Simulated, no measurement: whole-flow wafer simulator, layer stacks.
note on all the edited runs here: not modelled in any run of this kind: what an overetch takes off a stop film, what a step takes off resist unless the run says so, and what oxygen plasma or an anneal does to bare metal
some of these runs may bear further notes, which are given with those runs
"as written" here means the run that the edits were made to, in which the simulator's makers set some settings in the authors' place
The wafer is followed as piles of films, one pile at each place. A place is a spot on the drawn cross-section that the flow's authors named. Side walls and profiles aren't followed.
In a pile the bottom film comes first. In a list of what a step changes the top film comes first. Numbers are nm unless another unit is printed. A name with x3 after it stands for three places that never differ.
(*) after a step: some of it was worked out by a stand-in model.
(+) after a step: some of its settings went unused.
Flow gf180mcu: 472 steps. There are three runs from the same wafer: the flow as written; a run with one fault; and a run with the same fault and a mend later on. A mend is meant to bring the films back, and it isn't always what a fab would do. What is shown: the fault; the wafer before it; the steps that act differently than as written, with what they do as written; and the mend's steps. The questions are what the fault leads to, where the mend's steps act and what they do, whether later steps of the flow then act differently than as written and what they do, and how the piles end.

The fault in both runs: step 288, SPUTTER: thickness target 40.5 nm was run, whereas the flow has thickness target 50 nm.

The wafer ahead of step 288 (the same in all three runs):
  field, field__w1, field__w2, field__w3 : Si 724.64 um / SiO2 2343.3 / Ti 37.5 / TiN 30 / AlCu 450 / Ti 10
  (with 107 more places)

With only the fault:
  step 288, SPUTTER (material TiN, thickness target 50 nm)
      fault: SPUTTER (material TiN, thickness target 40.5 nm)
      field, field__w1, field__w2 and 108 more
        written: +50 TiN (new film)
        fault: +40.5 TiN (new film)
  Later steps of the flow acting differently than as written (5 other steps are not shown; they differ only slightly, by no more than 2% or 0.5 nm, whichever is larger):
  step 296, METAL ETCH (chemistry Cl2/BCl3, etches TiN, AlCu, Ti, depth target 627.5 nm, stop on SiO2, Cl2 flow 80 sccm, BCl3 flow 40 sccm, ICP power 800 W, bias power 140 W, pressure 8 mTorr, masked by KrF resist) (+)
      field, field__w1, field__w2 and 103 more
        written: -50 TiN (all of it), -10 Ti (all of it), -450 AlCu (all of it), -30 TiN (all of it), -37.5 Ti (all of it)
        fault: -40.5 TiN (all of it), -10 Ti (all of it), -450 AlCu (all of it), -30 TiN (all of it), -37.5 Ti (all of it)
  At field__w8, contact, m1, m1__w1, m1_nw, the piles at the end differ from the flow's by more than 2% or 0.5 nm, whichever is larger.
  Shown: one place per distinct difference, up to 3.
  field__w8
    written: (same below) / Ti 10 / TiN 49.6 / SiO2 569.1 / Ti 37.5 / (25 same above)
    fault: (same below) / Ti 10 / TiN 40.1 / SiO2 578.6 / Ti 37.5 / (25 same above)
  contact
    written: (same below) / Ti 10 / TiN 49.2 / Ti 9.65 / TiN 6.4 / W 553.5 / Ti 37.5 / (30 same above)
    fault: (same below) / Ti 10 / TiN 39.7 / Ti 9.6 / TiN 6.37 / W 563.1 / Ti 37.5 / (30 same above)

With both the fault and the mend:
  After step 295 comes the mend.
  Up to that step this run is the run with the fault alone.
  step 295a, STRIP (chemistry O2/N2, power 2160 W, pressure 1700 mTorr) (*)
      field__w8, contact, m1, m1__w1, m1_nw
        -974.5 KrF resist (all of it)
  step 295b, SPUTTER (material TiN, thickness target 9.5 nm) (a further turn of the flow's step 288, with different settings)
      field, field__w1, field__w2 and 108 more
        +9.5 TiN
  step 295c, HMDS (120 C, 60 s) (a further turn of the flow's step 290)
      does not change any film at any place that is followed
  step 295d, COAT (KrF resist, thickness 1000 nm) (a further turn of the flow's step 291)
      field, field__w1, field__w2 and 108 more
        +1000 KrF resist (new film)
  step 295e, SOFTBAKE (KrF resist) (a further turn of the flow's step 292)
      does not change any film at any place that is followed
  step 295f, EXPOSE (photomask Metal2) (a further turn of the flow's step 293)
      does not change any film at any place that is followed
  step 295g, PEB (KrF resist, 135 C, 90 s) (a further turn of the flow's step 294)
      field, field__w1, field__w2 and 108 more
        -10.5 KrF resist
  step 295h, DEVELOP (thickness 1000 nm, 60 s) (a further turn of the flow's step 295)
      field, field__w1, field__w2 and 103 more
        -989.5 KrF resist (all of it)
      field__w8, contact, m1, m1__w1, m1_nw
        -14.9 KrF resist
  None of the later steps of the flow acts differently than as written at any place that is followed.
  The piles end the same as the flow's at every place that both follow.
